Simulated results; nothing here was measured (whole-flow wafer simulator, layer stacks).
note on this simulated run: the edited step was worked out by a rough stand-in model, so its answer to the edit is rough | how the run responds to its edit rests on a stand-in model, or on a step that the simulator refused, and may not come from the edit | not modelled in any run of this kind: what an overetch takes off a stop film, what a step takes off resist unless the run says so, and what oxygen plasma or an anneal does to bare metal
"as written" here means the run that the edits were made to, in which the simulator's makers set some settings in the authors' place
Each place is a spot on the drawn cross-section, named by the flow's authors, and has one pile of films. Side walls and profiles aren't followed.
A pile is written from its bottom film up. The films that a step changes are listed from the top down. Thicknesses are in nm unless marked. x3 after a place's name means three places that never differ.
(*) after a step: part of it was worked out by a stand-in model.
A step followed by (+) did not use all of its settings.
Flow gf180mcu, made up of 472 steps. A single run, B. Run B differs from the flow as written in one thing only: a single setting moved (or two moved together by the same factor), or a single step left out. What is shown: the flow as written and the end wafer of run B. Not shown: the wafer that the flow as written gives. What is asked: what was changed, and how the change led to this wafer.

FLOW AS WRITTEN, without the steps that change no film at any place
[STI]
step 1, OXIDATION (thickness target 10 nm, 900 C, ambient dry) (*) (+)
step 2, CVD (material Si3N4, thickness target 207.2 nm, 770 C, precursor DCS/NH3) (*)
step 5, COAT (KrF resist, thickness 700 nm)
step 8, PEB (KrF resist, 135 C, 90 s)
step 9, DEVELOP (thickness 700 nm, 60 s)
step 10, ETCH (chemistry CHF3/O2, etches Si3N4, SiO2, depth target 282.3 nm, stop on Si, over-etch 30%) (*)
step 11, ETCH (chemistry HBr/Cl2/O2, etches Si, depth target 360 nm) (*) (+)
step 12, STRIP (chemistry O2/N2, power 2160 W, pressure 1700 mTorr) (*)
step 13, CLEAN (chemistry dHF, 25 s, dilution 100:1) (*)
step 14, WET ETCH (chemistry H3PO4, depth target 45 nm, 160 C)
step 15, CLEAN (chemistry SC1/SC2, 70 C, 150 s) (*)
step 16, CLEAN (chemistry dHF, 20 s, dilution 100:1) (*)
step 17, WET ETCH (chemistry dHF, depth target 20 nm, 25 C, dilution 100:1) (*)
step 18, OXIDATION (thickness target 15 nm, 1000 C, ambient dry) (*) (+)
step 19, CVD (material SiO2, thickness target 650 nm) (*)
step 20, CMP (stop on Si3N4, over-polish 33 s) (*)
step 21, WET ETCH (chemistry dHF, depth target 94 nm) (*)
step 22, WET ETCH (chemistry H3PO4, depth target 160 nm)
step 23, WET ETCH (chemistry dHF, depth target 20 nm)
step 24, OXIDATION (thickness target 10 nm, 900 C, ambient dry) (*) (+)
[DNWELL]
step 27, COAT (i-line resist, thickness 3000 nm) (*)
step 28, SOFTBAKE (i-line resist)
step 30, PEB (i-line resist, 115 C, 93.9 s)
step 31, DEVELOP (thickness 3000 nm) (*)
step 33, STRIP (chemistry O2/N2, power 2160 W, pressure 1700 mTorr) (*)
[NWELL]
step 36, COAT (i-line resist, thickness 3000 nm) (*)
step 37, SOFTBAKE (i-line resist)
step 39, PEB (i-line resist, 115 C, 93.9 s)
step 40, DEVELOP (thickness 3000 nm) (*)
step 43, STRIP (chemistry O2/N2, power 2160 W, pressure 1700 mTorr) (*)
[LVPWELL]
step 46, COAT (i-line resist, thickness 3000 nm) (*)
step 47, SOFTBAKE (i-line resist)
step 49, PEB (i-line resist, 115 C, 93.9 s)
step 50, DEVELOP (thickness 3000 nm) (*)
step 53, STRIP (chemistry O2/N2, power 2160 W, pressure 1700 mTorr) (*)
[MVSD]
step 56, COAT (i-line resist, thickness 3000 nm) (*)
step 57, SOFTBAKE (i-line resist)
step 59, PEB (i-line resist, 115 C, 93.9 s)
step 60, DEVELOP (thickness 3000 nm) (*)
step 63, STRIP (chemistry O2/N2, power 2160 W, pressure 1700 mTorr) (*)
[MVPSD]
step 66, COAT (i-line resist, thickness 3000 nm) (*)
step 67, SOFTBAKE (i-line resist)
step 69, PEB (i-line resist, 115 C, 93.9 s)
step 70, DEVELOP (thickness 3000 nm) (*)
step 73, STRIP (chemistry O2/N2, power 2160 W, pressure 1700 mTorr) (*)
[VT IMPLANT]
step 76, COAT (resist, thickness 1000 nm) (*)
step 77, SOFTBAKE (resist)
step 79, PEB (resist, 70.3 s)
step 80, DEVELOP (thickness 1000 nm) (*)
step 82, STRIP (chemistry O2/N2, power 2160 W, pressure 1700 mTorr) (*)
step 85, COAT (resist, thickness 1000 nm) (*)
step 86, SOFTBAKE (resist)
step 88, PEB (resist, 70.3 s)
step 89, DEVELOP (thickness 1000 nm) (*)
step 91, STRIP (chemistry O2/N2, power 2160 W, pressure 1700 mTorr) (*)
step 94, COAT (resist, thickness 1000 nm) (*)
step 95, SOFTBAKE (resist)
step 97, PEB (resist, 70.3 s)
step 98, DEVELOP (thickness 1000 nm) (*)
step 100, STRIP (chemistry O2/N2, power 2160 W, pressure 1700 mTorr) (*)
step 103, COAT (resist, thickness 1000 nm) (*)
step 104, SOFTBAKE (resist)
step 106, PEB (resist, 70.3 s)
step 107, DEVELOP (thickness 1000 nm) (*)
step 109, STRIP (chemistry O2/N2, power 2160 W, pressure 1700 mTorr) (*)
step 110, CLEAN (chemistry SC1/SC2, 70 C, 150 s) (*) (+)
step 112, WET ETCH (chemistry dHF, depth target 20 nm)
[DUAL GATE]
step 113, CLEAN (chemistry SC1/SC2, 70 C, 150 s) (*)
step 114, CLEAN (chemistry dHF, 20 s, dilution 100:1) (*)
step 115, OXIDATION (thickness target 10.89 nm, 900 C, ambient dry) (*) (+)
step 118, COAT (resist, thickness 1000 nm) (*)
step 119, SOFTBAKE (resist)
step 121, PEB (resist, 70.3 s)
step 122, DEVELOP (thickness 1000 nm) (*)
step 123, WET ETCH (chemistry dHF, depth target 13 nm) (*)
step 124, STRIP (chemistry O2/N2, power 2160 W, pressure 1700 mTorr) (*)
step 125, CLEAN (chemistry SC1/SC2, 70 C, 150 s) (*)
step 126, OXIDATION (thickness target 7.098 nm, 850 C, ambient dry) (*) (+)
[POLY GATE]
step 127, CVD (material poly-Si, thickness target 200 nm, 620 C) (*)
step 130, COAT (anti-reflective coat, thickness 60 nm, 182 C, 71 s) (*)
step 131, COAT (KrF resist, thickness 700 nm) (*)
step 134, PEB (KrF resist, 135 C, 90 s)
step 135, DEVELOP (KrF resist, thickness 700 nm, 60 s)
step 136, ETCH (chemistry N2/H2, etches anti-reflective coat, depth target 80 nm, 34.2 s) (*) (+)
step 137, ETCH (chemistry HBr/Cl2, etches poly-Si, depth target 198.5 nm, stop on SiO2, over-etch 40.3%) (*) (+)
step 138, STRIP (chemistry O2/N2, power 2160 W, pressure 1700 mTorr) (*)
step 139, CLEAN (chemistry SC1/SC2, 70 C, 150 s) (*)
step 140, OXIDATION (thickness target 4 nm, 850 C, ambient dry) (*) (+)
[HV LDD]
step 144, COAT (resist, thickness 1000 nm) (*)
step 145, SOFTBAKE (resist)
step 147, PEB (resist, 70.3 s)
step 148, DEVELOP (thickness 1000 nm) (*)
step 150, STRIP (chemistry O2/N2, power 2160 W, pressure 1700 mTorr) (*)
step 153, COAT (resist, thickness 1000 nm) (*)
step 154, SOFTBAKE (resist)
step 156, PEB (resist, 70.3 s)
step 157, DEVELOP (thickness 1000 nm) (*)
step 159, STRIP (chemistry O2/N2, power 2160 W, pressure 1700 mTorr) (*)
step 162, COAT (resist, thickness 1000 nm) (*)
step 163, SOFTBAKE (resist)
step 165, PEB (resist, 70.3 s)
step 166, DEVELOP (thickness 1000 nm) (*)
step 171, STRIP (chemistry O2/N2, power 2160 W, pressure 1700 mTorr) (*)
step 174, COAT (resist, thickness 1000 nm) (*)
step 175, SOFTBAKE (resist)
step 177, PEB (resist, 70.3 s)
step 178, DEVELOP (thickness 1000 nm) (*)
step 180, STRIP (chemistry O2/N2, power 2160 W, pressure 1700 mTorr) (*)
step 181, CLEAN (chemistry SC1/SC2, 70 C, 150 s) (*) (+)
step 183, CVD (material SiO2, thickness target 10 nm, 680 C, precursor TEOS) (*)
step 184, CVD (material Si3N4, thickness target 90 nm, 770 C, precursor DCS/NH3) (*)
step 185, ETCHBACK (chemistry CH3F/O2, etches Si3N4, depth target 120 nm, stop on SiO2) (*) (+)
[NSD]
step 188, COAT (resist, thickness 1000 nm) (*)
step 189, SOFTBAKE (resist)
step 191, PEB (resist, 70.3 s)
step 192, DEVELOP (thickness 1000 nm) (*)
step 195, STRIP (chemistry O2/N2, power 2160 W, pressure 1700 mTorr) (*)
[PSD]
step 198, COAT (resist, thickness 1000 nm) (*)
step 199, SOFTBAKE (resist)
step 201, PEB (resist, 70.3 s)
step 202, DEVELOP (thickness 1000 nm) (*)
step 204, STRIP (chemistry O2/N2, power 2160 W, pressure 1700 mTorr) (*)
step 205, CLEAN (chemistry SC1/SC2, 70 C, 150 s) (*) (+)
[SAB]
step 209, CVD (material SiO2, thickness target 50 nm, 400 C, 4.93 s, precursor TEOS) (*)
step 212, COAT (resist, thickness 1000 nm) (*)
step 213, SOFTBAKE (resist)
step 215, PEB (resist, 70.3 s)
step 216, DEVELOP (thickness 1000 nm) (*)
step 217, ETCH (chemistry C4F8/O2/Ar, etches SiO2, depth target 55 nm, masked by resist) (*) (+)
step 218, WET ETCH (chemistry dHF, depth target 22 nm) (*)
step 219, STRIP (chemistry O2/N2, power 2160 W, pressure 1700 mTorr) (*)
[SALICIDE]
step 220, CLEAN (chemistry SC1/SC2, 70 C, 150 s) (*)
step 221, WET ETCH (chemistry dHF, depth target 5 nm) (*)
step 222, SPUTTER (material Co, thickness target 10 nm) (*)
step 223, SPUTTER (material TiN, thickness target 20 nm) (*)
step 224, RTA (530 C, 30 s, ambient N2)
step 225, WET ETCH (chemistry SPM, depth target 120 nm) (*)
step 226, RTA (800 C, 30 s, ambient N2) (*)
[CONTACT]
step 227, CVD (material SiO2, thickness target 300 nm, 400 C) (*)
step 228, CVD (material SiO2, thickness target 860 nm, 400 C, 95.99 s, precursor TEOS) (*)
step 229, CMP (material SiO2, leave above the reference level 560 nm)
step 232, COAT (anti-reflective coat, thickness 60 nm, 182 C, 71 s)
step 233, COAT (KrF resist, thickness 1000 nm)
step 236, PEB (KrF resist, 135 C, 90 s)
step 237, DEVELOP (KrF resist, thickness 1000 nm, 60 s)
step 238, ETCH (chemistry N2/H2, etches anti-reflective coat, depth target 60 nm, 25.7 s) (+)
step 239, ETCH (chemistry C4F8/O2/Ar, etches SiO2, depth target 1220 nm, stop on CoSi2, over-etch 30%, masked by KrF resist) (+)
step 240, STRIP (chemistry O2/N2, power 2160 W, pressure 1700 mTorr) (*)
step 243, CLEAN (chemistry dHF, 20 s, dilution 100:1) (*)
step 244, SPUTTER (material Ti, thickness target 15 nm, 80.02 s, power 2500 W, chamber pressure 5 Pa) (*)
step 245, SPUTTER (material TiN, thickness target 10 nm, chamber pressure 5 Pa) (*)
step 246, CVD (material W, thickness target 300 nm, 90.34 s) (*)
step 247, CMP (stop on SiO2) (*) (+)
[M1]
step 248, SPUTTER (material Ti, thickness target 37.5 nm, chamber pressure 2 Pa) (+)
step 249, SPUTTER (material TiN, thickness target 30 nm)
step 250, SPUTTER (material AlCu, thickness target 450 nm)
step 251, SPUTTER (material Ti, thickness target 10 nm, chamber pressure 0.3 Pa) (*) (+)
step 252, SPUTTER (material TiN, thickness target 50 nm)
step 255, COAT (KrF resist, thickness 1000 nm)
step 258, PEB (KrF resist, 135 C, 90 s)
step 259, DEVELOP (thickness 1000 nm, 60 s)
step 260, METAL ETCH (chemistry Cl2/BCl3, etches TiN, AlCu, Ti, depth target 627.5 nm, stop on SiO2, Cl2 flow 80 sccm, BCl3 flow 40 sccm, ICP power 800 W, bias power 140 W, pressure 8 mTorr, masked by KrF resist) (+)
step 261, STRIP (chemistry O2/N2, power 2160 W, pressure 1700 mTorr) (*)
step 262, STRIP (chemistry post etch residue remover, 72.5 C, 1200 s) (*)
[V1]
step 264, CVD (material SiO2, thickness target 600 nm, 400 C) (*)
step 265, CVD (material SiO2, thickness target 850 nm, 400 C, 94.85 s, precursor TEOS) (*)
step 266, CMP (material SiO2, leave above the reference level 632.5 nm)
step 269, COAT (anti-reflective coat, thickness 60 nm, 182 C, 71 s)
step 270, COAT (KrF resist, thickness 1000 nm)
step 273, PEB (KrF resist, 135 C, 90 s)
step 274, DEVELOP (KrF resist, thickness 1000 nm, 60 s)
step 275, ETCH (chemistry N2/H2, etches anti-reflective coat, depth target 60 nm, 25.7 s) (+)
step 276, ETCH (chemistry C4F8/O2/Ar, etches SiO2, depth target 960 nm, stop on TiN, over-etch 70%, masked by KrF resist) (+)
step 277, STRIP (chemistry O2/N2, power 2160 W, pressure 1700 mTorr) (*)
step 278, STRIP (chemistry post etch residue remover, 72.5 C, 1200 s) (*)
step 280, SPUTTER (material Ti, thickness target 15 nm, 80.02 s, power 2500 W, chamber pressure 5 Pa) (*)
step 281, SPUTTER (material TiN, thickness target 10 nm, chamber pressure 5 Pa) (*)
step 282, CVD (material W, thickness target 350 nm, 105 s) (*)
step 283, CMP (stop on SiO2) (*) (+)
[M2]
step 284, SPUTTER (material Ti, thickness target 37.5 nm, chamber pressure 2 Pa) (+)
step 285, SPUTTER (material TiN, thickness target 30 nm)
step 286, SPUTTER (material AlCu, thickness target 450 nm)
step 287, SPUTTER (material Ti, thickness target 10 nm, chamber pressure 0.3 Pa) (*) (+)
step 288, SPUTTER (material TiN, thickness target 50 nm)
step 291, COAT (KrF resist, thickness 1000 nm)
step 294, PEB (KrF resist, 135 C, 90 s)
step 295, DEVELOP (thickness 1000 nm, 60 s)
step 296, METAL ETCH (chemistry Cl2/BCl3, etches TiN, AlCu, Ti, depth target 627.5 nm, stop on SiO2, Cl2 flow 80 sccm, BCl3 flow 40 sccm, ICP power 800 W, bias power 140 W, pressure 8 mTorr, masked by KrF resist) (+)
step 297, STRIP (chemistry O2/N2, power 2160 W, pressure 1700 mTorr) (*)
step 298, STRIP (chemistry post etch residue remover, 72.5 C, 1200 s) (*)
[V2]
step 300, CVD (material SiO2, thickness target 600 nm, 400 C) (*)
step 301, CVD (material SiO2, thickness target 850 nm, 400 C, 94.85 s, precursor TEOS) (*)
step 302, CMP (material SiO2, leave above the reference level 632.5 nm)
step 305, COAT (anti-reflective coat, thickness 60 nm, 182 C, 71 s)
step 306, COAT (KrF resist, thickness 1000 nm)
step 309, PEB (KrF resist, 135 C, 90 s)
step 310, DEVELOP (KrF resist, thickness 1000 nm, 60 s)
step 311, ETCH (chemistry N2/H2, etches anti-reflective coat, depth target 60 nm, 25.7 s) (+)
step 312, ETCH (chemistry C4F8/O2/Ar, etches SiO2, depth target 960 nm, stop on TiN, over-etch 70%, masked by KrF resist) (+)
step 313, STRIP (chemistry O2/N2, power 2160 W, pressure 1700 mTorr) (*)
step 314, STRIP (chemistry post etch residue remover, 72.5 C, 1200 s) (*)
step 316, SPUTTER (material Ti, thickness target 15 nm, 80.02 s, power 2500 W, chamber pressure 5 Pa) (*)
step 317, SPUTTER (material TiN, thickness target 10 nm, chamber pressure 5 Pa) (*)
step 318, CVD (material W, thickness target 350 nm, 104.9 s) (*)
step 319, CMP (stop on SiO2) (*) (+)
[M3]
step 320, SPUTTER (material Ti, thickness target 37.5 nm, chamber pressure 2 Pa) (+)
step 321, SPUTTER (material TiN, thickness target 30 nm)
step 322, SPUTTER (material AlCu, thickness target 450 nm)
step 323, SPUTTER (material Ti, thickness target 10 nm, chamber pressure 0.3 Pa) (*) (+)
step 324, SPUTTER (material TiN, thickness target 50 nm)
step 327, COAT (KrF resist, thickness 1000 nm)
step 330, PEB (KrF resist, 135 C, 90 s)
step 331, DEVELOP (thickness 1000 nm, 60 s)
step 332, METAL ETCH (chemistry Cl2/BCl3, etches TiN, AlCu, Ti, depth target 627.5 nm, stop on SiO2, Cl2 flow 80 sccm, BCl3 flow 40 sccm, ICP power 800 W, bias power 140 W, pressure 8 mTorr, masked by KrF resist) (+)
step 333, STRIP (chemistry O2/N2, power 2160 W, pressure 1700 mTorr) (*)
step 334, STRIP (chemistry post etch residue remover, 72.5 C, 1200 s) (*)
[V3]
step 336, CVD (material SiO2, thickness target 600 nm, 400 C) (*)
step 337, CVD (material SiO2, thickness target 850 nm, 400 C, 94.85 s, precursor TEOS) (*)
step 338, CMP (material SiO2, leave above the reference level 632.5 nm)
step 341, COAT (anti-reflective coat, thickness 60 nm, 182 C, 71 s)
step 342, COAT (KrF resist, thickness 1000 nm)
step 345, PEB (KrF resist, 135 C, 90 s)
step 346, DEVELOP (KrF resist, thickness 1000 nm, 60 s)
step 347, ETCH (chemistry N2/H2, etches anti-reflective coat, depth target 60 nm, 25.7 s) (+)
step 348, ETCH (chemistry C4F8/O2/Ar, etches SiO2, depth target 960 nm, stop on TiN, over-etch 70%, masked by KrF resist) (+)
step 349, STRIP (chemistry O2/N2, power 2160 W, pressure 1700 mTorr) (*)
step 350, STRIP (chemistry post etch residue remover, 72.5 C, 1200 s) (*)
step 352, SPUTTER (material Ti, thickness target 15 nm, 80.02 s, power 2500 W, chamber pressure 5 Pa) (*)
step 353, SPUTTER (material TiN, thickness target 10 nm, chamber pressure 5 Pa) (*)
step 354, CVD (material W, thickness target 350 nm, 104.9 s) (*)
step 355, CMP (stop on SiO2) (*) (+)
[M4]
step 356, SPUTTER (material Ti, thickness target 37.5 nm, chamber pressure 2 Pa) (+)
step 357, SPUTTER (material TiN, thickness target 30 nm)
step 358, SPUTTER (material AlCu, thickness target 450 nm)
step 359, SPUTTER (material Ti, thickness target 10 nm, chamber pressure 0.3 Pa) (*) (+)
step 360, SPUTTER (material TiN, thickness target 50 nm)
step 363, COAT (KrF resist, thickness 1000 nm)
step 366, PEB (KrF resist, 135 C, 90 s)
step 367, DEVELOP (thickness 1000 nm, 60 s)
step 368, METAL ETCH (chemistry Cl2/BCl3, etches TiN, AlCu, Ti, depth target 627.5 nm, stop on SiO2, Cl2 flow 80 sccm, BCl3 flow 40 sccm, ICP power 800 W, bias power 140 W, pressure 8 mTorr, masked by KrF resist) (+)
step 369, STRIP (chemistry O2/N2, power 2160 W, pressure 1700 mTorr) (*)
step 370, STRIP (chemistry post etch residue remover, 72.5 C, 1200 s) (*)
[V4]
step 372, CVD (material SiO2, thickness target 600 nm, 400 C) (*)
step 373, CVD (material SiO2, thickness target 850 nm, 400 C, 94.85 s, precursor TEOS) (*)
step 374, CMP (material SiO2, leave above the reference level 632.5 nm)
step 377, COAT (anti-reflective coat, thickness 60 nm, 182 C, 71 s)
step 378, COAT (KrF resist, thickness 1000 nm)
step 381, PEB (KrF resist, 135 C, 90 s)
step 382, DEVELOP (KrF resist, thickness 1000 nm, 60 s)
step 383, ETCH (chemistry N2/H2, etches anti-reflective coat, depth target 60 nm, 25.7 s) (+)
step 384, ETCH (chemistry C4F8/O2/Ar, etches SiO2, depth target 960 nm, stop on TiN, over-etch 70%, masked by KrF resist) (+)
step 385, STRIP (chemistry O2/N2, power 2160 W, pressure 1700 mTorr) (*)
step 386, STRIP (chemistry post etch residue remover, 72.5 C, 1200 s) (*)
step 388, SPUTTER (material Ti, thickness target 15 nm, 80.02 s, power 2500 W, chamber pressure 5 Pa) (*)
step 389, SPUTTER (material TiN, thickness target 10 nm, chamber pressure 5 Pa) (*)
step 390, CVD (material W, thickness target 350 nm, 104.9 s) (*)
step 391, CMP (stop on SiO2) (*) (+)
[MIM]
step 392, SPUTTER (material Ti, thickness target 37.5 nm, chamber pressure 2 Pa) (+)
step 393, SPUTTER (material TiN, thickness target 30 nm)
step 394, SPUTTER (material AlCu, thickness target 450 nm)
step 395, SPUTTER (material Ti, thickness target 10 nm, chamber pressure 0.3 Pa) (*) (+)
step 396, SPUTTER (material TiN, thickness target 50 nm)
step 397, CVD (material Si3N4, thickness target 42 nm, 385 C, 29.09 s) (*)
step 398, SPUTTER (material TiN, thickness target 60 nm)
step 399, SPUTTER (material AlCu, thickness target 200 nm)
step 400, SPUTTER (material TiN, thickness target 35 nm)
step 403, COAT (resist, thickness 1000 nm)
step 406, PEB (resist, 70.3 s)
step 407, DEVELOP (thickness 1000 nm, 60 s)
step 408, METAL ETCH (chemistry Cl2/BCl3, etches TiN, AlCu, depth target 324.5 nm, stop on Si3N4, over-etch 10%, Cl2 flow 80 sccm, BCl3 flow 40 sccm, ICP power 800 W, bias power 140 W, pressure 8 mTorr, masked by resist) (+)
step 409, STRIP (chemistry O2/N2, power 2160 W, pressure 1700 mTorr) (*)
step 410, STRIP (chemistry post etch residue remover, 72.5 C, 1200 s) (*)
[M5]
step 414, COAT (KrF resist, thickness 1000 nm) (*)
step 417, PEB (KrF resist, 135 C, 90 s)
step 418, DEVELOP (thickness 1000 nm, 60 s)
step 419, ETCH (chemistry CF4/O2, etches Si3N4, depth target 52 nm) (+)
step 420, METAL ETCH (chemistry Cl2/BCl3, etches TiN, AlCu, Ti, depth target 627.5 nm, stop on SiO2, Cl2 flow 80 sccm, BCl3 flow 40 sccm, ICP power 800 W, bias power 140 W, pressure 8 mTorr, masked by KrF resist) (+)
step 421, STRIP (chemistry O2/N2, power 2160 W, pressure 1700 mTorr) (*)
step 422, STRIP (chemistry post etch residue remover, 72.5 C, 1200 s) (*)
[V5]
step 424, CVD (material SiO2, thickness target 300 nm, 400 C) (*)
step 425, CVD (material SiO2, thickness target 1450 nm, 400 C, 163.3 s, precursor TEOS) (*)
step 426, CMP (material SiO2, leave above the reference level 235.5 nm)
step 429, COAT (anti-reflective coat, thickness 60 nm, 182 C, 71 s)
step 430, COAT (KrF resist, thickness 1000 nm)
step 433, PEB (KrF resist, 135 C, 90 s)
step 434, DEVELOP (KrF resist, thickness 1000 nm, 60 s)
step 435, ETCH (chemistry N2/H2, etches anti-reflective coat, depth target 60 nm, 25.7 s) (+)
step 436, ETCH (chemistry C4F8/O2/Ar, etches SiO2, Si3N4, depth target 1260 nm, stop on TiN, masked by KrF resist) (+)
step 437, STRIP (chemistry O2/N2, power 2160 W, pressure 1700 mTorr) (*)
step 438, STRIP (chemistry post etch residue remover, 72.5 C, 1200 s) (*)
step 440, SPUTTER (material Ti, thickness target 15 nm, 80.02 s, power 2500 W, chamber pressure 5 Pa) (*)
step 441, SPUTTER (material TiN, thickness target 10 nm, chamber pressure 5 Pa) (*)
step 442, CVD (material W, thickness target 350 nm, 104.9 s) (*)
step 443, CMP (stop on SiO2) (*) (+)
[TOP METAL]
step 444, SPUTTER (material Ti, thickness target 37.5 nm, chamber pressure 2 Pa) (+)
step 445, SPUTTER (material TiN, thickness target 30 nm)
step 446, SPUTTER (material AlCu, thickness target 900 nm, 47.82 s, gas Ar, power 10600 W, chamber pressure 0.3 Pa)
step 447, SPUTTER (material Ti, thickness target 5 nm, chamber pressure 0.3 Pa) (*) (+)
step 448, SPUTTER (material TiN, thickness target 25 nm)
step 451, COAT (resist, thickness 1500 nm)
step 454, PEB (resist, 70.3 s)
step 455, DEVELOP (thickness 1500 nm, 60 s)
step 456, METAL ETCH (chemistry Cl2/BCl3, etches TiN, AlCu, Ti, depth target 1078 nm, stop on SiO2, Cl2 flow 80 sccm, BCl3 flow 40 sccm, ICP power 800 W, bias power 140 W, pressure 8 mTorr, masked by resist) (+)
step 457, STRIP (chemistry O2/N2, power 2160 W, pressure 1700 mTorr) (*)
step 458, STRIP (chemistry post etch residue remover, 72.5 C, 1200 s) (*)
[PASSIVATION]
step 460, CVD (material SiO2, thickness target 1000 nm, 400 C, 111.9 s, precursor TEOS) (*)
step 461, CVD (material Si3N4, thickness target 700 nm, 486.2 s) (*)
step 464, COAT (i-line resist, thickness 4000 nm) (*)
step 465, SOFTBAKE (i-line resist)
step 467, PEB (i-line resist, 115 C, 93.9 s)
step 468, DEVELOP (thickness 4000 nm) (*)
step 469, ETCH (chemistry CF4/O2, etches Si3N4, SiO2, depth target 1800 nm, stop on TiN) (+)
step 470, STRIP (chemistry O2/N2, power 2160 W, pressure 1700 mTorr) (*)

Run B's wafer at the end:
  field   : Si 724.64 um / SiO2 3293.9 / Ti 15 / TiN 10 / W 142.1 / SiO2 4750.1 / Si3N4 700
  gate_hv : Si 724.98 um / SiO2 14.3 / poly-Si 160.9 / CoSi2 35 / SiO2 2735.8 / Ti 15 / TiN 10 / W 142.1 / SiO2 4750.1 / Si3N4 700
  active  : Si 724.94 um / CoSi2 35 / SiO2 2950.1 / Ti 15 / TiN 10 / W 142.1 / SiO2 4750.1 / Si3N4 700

What caused this: step 301, CVD: thickness target 340 nm was run, though the flow has thickness target 850 nm; step 301, CVD: 37.94 s was run, where the flow has 94.85 s.

The path from the change to this, step by step:
  step 301, CVD (material SiO2, thickness target 850 nm, 400 C, 94.85 s, precursor TEOS) (*)
      field, field__w1, field__w2 and 108 more: SiO2 gains 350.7 (as written it would have been: SiO2 gains 850)
  step 302, CMP (material SiO2, leave above the reference level 632.5 nm)
      field, field__w1, field__w2 and 103 more: nothing (as written it would have been: SiO2 loses 300)
      field__w8, contact, m1, m1__w1, m1_nw: SiO2 loses 377.7 (as written it would have been: SiO2 loses 877.1)
  step 305, COAT (anti-reflective coat, thickness 60 nm, 182 C, 71 s)
      p_well, sti, spacer, sd_n, mim_1p0, pad, dice_street: anti-reflective coat gains 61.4 (new film) (as written it would have been: anti-reflective coat gains 60 (new film))
      active_hv, nw_enc_fld_lv: anti-reflective coat gains 42 (new film) (as written it would have been: anti-reflective coat gains 60 (new film))
      (and at 22 other places as well)
  step 306, COAT (KrF resist, thickness 1000 nm)
      contact, m1_nw: KrF resist gains 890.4 (new film) (as written it would have been: KrF resist gains 1000 (new film))
      field: KrF resist gains 959.3 (new film) (as written it would have been: KrF resist gains 1000 (new film))
      (and at 13 other places as well)
  step 309, PEB (KrF resist, 135 C, 90 s)
      contact, m1_nw: KrF resist loses 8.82 (as written it would have been: KrF resist loses 10.5)
      n_well: KrF resist loses 9.47 (as written it would have been: KrF resist loses 10.5)
      (and at 8 other places as well)
  step 310, DEVELOP (KrF resist, thickness 1000 nm, 60 s)
      contact: KrF resist loses 881.6 (all of it) (as written it would have been: KrF resist loses 989.5 (all of it))
  step 311, ETCH (chemistry N2/H2, etches anti-reflective coat, depth target 60 nm, 25.7 s) (+)
      contact: anti-reflective coat loses 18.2 (all of it), SiO2 loses 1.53 (as written it would have been: anti-reflective coat loses 60 (all of it), SiO2 loses 0.46)
  step 313, STRIP (chemistry O2/N2, power 2160 W, pressure 1700 mTorr) (*)
      p_well, sti, spacer, sd_n, mim_1p0, pad, dice_street: KrF resist loses 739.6 (all of it), anti-reflective coat loses 61.4 (all of it) (as written it would have been: KrF resist loses 739.2 (all of it), anti-reflective coat loses 60 (all of it))
      field: KrF resist loses 698.9 (all of it), anti-reflective coat loses 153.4 (all of it) (as written it would have been: KrF resist loses 739.2 (all of it), anti-reflective coat loses 60 (all of it))
      (and at 22 other places as well)
  step 316, SPUTTER (material Ti, thickness target 15 nm, 80.02 s, power 2500 W, chamber pressure 5 Pa) (*)
      contact: Ti gains 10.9 (new film) (as written it would have been: Ti gains 9.65 (new film))
  step 317, SPUTTER (material TiN, thickness target 10 nm, chamber pressure 5 Pa) (*)
      contact: TiN gains 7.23 (new film) (as written it would have been: TiN gains 6.4 (new film))
  step 318, CVD (material W, thickness target 350 nm, 104.9 s) (*)
      contact: W gains 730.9 (new film) (as written it would have been: W gains 932.3 (new film))
  step 319, CMP (stop on SiO2) (*) (+)
      field, field__w1, field__w2 and 103 more: W loses 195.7 (as written it would have been: W loses 350 (all of it), TiN loses 10 (all of it), Ti loses 15 (all of it), SiO2 loses 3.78)
      field__w8, m1, m1__w1, m1_nw: W loses 350 (all of it), TiN loses 10 (all of it), Ti loses 15 (all of it), SiO2 loses 20 (as written it would have been: W loses 350 (all of it), TiN loses 10 (all of it), Ti loses 15 (all of it), SiO2 loses 3.78)
      (and at 1 other place as well)
  step 332, METAL ETCH (chemistry Cl2/BCl3, etches TiN, AlCu, Ti, depth target 627.5 nm, stop on SiO2, Cl2 flow 80 sccm, BCl3 flow 40 sccm, ICP power 800 W, bias power 140 W, pressure 8 mTorr, masked by KrF resist) (+)
      field, field__w1, field__w2 and 103 more: TiN loses 50 (all of it), Ti loses 10 (all of it), AlCu loses 450 (all of it), TiN loses 30 (all of it), Ti loses 37.5 (all of it), W loses 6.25 (as written it would have been: TiN loses 50 (all of it), Ti loses 10 (all of it), AlCu loses 450 (all of it), TiN loses 30 (all of it), Ti loses 37.5 (all of it))
  step 334, STRIP (chemistry post etch residue remover, 72.5 C, 1200 s) (*)
      field, field__w1, field__w2 and 103 more: W loses 6.01 (as written it would have been: nothing)
  step 336, CVD (material SiO2, thickness target 600 nm, 400 C) (*)
      field, field__w1, field__w2 and 103 more: SiO2 gains 600 (new film) (as written it would have been: SiO2 gains 600)
  step 338, CMP (material SiO2, leave above the reference level 632.5 nm)
      field, field__w1, field__w2 and 103 more: SiO2 loses 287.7 (as written it would have been: SiO2 loses 300)
Taking metal films that touch as one body, field has 1 body; the flow as written gives 0 bodies.
Taking metal films that touch as one body, gate_hv has 2 bodies (between them, from the top down: SiO2 2735.8); the flow as written gives 1 body.
Taking metal films that touch as one body, active has 2 bodies (between them, from the top down: SiO2 2950.1); the flow as written gives 1 body.
